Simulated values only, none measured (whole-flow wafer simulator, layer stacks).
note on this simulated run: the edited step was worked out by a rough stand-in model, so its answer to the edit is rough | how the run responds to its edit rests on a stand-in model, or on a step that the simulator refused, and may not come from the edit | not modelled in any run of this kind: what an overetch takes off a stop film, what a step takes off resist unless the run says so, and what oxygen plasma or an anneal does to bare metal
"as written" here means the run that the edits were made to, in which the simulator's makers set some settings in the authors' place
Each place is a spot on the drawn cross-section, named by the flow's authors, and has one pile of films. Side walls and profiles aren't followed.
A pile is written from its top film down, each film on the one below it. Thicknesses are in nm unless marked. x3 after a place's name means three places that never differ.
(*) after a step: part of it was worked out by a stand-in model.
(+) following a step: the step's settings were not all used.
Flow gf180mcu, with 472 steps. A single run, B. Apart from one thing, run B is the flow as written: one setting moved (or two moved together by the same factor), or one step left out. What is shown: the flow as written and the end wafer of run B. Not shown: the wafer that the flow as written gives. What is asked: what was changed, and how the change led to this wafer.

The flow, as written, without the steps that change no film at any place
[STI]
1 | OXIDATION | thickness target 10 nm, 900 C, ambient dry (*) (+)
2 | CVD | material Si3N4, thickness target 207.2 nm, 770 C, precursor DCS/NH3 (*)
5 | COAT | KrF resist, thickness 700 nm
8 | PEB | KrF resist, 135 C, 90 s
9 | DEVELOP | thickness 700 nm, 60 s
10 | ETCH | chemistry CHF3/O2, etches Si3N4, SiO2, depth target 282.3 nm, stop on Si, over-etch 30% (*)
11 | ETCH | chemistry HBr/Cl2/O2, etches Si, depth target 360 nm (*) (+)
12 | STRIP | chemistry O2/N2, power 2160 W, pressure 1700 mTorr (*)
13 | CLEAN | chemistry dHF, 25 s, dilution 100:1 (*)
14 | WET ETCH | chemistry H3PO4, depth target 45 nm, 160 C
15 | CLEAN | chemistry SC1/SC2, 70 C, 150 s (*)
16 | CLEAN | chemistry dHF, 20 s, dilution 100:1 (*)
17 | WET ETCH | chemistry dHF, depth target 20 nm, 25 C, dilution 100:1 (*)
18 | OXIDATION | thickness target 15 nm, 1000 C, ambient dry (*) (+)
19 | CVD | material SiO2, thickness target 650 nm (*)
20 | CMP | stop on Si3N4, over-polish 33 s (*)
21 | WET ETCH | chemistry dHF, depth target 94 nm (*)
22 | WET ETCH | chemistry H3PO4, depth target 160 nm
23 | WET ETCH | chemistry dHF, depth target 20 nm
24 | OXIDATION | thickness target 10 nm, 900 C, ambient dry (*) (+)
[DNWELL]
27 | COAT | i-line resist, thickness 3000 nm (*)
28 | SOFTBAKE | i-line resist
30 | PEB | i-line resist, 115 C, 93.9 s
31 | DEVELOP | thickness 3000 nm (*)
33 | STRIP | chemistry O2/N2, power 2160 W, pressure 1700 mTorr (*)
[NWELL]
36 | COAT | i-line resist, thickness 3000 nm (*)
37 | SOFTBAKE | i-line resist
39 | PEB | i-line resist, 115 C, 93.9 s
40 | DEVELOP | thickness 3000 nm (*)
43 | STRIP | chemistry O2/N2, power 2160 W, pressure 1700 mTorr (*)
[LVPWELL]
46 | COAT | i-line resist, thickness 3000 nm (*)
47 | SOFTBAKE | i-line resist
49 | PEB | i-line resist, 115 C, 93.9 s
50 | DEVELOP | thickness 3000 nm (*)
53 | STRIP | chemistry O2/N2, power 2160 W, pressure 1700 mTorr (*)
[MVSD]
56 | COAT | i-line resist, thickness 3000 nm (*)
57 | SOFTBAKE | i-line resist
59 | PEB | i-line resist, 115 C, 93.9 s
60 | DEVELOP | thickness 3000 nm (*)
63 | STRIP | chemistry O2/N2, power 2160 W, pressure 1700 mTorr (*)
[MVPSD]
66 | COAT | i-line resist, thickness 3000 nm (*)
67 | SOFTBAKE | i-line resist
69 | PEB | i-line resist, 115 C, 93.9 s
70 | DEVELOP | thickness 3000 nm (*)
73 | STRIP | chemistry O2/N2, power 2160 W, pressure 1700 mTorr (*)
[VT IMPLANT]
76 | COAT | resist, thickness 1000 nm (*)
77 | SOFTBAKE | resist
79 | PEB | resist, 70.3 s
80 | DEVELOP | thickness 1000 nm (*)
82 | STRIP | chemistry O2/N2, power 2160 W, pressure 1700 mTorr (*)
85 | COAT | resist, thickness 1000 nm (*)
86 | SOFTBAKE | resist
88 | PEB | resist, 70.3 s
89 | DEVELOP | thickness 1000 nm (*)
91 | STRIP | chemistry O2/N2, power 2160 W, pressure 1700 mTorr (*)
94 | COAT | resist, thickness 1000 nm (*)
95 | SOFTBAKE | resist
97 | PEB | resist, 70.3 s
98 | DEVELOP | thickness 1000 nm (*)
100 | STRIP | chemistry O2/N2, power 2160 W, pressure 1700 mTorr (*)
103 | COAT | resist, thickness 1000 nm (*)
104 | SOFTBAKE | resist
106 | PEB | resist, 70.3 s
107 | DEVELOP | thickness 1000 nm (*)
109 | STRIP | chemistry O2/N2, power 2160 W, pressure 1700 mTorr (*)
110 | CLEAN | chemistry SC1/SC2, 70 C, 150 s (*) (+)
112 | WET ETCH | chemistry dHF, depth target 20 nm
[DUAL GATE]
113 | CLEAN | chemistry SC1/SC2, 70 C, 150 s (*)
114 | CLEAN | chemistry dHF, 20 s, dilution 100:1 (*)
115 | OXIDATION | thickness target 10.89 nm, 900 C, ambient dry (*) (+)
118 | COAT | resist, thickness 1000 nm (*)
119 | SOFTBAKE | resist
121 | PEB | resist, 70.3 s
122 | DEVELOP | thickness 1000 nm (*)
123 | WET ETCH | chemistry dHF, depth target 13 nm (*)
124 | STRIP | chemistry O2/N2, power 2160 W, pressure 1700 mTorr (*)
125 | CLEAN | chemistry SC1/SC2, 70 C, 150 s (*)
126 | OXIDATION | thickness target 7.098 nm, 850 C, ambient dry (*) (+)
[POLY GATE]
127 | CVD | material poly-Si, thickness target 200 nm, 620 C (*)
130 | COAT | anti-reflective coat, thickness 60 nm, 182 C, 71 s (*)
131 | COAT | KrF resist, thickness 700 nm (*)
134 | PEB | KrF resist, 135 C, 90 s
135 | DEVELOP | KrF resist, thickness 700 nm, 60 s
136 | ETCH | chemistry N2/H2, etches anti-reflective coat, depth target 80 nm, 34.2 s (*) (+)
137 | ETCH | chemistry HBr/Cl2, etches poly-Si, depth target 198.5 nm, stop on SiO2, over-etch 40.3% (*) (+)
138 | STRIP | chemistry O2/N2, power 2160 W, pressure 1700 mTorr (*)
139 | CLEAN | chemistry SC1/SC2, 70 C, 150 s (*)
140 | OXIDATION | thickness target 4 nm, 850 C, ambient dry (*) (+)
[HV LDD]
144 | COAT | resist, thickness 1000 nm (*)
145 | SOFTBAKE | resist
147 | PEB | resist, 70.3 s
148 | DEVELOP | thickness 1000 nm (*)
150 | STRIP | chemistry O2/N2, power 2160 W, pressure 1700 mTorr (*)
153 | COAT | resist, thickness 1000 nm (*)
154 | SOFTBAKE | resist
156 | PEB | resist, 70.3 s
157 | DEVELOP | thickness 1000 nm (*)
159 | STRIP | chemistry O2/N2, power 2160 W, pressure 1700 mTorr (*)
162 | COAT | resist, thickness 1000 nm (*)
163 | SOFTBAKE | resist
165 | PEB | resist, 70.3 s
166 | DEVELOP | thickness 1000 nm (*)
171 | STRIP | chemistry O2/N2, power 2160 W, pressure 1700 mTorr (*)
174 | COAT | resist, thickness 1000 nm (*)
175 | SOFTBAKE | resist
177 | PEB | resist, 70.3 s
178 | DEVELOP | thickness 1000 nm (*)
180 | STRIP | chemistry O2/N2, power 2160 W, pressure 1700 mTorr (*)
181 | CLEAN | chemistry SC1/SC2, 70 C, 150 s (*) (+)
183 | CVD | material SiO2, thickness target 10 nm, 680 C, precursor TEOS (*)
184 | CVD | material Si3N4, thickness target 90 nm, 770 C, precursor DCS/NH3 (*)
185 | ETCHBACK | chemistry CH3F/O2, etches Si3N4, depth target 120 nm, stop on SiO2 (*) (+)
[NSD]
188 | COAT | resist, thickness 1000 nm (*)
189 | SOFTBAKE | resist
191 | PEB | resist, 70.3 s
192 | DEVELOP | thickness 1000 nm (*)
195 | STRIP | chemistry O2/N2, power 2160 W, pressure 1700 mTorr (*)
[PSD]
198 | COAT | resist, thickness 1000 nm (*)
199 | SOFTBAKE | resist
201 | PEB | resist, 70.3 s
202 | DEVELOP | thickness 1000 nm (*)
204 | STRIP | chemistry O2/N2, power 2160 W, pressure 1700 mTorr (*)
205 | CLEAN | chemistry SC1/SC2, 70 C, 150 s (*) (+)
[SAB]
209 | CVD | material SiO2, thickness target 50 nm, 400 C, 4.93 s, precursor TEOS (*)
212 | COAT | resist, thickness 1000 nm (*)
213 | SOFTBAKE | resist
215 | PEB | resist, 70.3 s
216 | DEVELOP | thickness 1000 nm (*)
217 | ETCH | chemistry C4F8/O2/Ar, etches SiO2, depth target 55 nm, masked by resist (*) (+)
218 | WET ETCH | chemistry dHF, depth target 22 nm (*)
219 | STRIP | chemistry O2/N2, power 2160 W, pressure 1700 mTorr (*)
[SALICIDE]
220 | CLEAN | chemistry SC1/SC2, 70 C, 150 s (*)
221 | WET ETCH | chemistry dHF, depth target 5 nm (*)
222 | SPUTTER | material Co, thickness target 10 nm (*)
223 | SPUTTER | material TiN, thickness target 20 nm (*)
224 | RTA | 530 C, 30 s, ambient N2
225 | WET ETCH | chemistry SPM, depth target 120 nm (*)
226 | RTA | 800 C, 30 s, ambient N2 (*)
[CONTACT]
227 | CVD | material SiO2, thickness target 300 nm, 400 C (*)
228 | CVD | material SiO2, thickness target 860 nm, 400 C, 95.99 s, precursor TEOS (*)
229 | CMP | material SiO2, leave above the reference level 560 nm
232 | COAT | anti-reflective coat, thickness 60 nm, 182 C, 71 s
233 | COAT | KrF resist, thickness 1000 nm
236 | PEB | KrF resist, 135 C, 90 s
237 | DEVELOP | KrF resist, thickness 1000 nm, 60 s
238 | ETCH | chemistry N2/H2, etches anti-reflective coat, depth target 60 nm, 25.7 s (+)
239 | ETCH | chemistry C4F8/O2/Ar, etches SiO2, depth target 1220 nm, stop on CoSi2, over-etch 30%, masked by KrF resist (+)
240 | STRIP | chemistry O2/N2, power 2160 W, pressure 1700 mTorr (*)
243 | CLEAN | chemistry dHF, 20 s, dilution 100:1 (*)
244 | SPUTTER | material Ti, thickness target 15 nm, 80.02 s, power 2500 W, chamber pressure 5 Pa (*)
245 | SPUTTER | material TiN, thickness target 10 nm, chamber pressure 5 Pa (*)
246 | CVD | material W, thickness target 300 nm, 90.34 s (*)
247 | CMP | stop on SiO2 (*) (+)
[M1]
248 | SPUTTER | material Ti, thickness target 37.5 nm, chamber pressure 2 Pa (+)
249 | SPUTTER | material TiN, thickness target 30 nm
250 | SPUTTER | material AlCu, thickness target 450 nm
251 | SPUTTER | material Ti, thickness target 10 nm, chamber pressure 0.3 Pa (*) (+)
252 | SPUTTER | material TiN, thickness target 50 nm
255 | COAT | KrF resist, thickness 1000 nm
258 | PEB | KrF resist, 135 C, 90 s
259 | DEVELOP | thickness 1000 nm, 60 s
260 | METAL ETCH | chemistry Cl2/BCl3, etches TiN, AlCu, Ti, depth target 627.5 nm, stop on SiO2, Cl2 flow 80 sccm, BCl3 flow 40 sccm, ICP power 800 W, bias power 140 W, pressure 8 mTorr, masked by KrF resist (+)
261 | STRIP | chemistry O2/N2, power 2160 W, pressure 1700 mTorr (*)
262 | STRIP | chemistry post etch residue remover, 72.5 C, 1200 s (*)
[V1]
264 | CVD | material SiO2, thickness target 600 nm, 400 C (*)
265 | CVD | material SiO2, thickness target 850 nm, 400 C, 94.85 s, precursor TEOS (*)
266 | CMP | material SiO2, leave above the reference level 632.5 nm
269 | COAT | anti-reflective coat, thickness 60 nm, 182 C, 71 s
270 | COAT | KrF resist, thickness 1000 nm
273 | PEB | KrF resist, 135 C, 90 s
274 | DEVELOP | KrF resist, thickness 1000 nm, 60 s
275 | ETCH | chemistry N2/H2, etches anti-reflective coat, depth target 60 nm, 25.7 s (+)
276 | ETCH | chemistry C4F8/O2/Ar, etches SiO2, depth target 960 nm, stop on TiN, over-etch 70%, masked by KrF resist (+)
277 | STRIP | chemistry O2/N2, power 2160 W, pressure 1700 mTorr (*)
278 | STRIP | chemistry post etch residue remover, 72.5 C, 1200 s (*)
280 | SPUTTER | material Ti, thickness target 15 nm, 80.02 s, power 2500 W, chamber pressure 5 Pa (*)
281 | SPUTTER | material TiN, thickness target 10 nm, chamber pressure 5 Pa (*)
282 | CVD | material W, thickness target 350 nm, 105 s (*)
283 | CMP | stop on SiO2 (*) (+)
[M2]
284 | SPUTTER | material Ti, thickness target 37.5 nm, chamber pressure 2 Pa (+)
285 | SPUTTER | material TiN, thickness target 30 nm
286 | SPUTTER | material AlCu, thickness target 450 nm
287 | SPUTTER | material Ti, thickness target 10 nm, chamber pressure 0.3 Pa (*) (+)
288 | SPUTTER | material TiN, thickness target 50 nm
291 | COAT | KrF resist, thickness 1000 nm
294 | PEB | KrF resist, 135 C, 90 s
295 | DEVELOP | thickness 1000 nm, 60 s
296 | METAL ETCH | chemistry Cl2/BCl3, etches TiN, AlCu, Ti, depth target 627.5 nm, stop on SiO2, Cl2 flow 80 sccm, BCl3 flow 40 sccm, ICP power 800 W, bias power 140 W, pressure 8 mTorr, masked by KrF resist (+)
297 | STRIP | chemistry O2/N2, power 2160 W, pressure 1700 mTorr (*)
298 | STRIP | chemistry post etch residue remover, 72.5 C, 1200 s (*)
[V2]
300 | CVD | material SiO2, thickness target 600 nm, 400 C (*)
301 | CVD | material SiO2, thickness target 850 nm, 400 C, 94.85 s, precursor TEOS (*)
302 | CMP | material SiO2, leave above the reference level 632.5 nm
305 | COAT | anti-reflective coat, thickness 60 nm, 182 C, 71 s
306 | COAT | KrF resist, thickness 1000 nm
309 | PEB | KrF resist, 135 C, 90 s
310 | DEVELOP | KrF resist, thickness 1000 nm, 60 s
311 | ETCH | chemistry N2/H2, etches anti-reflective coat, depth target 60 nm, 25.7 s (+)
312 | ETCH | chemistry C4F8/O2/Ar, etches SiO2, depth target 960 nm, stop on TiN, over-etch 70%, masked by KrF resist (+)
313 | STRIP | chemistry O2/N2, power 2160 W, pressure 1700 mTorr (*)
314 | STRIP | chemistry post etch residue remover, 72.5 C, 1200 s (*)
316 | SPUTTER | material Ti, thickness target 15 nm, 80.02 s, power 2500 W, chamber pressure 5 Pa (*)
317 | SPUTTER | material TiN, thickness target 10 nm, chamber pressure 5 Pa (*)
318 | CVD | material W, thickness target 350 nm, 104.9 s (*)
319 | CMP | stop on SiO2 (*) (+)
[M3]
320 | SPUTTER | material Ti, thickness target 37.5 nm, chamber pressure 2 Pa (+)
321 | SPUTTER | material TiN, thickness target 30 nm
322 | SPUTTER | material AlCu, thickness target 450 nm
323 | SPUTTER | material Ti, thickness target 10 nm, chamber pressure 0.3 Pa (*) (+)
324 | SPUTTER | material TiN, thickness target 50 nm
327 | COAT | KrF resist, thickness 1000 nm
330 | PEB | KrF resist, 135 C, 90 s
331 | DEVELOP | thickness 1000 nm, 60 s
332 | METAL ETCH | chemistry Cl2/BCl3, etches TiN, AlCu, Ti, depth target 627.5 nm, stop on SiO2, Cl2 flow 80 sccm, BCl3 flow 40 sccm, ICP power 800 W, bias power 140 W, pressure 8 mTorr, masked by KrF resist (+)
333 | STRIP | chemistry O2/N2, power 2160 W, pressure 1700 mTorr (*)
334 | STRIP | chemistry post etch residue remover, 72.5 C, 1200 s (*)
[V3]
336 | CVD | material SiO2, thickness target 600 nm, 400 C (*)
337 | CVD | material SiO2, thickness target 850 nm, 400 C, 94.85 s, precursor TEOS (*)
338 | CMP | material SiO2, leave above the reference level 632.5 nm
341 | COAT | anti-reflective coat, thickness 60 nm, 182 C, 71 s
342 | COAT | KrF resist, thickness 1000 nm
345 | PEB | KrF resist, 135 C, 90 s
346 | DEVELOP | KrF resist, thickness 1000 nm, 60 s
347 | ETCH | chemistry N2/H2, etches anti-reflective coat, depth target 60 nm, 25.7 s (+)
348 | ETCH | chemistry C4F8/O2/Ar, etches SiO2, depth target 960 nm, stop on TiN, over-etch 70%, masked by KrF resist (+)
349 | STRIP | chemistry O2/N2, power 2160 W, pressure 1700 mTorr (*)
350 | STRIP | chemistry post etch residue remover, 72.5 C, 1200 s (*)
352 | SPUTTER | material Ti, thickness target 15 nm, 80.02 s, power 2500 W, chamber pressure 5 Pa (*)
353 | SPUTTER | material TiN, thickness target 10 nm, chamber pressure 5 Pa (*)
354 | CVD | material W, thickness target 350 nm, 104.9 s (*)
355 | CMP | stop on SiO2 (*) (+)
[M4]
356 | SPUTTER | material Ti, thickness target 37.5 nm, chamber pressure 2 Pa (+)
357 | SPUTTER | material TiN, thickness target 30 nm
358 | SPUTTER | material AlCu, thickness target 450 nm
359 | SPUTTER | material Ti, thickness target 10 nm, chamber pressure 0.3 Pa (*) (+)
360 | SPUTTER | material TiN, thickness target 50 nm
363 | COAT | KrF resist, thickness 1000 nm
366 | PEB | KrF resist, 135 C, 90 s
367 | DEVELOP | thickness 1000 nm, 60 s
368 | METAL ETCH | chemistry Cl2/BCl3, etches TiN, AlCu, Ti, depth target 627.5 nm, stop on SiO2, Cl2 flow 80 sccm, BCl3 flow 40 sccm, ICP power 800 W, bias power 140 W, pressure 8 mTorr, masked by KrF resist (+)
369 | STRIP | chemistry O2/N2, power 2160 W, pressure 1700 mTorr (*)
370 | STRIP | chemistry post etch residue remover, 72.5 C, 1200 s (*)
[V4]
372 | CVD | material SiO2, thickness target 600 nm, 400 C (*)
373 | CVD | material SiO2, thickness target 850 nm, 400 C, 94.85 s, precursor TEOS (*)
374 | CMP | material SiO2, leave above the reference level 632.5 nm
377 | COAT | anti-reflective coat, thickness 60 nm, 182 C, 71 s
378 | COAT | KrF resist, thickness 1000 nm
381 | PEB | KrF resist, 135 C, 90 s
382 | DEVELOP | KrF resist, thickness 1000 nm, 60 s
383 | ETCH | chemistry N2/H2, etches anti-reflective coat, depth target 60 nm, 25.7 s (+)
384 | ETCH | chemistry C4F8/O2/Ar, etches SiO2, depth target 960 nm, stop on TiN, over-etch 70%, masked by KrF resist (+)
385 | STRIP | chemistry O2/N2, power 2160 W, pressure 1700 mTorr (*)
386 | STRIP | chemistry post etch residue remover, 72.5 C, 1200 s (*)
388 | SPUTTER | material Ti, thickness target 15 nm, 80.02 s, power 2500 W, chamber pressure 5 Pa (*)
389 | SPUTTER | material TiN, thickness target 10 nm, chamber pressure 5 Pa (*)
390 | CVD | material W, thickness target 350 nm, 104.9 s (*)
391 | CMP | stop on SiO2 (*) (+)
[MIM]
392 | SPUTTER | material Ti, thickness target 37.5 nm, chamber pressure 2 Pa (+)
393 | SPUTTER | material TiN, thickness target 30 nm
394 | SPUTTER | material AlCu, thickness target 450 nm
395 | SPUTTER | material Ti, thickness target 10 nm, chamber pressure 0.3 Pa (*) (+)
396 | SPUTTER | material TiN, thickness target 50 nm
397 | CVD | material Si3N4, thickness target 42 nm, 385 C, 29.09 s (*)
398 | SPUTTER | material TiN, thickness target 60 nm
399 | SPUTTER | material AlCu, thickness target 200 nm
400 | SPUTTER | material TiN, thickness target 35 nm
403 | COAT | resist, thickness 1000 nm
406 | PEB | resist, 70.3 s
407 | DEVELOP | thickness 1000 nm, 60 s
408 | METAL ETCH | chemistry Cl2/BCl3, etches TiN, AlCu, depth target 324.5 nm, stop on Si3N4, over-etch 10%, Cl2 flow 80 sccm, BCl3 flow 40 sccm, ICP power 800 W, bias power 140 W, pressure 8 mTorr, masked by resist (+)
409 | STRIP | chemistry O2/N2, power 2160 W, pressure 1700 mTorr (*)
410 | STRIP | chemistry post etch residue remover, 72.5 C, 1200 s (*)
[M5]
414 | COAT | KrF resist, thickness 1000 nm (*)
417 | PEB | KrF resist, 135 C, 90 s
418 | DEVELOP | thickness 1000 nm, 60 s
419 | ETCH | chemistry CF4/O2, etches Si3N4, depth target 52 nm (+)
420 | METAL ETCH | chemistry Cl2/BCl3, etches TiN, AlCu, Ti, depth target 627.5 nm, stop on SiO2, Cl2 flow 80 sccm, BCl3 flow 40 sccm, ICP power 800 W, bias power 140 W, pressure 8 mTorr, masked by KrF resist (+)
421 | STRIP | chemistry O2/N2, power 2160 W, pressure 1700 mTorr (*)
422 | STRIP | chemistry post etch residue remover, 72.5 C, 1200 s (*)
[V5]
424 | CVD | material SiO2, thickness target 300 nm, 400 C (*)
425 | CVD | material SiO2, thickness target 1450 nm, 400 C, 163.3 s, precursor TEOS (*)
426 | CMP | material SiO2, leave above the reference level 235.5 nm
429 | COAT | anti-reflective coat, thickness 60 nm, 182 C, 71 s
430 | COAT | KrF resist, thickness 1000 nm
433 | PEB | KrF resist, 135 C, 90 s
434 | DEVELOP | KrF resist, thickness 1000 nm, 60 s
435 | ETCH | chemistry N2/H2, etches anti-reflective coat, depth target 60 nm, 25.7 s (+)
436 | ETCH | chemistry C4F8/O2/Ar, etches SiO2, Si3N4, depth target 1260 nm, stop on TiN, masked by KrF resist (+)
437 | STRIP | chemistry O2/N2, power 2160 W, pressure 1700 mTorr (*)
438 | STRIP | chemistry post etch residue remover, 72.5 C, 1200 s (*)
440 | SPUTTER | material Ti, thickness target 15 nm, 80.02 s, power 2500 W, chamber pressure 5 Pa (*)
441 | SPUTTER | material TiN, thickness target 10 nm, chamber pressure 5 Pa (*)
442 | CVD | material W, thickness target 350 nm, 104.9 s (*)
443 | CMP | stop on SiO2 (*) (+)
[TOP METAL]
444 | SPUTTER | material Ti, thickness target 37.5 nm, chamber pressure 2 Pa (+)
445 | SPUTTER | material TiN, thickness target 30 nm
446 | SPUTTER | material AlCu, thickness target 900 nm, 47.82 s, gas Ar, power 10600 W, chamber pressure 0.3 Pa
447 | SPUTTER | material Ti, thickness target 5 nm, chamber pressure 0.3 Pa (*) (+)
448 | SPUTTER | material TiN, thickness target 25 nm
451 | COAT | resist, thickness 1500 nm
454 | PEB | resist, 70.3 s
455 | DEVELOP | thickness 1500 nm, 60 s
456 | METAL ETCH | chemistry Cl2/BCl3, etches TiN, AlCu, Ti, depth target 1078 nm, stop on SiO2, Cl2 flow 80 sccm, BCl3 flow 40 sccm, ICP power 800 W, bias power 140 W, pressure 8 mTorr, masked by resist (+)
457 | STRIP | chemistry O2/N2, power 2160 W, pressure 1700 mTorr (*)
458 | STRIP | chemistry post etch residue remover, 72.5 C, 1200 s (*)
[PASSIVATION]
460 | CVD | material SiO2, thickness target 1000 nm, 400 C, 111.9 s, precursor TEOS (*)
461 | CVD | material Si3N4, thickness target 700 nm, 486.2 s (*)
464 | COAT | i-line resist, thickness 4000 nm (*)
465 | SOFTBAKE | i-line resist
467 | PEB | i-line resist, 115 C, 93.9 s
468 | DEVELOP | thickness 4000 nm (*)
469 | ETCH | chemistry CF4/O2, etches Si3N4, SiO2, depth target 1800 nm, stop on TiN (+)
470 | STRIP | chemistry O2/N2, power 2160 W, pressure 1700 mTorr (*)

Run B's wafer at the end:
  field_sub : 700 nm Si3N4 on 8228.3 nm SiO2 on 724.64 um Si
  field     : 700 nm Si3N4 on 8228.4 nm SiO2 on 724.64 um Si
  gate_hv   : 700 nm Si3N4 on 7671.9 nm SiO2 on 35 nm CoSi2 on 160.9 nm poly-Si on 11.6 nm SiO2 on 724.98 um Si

What caused this: step 126, OXIDATION: thickness target 3.904 nm was run, though the flow has thickness target 7.098 nm.

How this came from the change, step by step:
  126 | OXIDATION | thickness target 7.098 nm, 850 C, ambient dry (*) (+)
      gate_hv, active_hv, active_nat and 25 more: +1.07 SiO2, -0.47 Si (as written it would have been: +3.72 SiO2, -1.64 Si)
      active, n_well, p_well and 12 more: +3.9 SiO2 (new film), -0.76 chemical SiO2 (all of it), -1.38 Si (as written it would have been: +7.1 SiO2 (new film), -0.76 chemical SiO2 (all of it), -2.79 Si)
  130 | COAT | anti-reflective coat, thickness 60 nm, 182 C, 71 s (*)
      p_well, spacer, sd_n: +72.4 anti-reflective coat (new film) (as written it would have been: +70.9 anti-reflective coat (new film))
  136 | ETCH | chemistry N2/H2, etches anti-reflective coat, depth target 80 nm, 34.2 s (*) (+)
      p_well, spacer, sd_n: -72.4 anti-reflective coat (all of it), -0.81 poly-Si (as written it would have been: -70.9 anti-reflective coat (all of it), -0.85 poly-Si)
  189 | SOFTBAKE | resist
      field__w9: -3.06 resist (as written it would have been: +6.92 resist)
      active_hv: -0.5 resist (as written it would have been: +2.68 resist)
      (as well as at 1 more place)
  199 | SOFTBAKE | resist
      field__w9: -3.06 resist (as written it would have been: +6.92 resist)
      active_hv: -0.5 resist (as written it would have been: +2.68 resist)
      (as well as at 1 more place)
  218 | WET ETCH | chemistry dHF, depth target 22 nm (*)
      active, p_well, sd_n, iso_ptap_pw, iso_ntap_nw, iso_ptap_sub, vpnp_e: -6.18 SiO2 (all of it) (as written it would have been: -9.01 SiO2 (all of it))
      ldn_tap, ldn_src, ldn_drn, ldp_tap, ldp_src, ldp_drn, ldp_gr: -13.5 SiO2 (all of it) (as written it would have been: -16 SiO2 (all of it))
      (as well as at 9 more places)
  223 | SPUTTER | material TiN, thickness target 20 nm (*)
      field__w12: +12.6 TiN (new film) (as written it would have been: +12 TiN (new film))
  225 | WET ETCH | chemistry SPM, depth target 120 nm (*)
      field__w12: -12.6 TiN (all of it), -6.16 Co (all of it) (as written it would have been: -12 TiN (all of it), -6.15 Co (all of it))
